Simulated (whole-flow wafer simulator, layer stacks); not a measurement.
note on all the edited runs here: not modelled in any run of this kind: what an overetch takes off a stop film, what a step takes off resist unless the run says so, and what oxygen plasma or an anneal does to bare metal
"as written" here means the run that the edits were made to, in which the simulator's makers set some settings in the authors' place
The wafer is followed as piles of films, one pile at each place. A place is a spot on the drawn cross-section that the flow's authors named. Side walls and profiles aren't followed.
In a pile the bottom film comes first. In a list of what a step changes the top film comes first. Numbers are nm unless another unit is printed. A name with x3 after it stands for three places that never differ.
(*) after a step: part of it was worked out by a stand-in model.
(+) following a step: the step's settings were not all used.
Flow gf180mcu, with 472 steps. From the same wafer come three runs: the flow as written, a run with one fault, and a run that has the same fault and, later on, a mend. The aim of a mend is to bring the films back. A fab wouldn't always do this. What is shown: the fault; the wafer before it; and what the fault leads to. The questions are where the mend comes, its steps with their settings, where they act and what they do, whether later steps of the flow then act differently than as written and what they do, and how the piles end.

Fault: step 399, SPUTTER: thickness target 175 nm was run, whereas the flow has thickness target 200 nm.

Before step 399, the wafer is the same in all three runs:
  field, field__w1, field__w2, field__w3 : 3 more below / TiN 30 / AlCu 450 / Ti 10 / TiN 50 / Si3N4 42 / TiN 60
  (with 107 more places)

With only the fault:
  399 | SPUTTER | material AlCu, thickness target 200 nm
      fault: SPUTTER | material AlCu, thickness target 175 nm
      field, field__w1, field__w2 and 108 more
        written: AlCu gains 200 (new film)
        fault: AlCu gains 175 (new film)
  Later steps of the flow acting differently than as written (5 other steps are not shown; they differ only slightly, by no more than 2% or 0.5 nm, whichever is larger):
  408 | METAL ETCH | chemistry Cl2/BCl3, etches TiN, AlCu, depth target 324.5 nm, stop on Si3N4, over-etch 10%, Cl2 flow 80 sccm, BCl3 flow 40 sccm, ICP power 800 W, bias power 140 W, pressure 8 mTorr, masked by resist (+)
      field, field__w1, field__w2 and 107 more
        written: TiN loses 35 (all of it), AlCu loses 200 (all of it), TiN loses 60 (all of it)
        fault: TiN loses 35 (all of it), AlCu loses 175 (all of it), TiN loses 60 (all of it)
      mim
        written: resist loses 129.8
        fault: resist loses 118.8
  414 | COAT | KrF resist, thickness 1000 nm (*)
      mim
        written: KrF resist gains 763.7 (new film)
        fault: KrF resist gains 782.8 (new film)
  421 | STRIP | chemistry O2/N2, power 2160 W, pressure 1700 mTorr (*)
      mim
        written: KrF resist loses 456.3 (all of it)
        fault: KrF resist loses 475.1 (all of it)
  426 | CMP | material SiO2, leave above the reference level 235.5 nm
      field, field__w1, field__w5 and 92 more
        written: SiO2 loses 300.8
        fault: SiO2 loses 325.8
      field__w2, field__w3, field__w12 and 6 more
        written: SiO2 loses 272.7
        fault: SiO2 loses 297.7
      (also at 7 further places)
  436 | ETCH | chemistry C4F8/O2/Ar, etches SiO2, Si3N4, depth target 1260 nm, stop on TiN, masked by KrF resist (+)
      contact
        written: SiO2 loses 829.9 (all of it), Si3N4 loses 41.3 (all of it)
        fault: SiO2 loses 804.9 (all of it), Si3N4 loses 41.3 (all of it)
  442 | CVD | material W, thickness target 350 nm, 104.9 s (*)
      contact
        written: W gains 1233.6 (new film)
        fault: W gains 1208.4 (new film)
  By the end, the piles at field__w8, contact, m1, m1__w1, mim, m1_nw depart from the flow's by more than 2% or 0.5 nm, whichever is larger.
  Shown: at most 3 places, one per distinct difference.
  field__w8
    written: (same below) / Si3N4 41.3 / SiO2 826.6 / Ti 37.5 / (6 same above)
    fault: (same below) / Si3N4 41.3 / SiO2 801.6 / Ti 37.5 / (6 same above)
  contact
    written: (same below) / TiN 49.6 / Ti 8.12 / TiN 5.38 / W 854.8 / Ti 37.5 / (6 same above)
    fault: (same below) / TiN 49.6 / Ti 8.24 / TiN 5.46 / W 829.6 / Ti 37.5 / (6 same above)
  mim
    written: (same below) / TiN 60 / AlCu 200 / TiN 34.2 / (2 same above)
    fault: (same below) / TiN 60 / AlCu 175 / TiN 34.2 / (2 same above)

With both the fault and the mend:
  After step 399 comes the mend.
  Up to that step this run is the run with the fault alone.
  399a | SPUTTER | material AlCu, thickness target 25 nm (the flow's step 399 again, with other settings)
      field, field__w1, field__w2 and 108 more
        AlCu gains 25
  None of the later steps of the flow acts differently than as written at any place that is followed.
  The piles end the same as the flow's at every place that both follow.
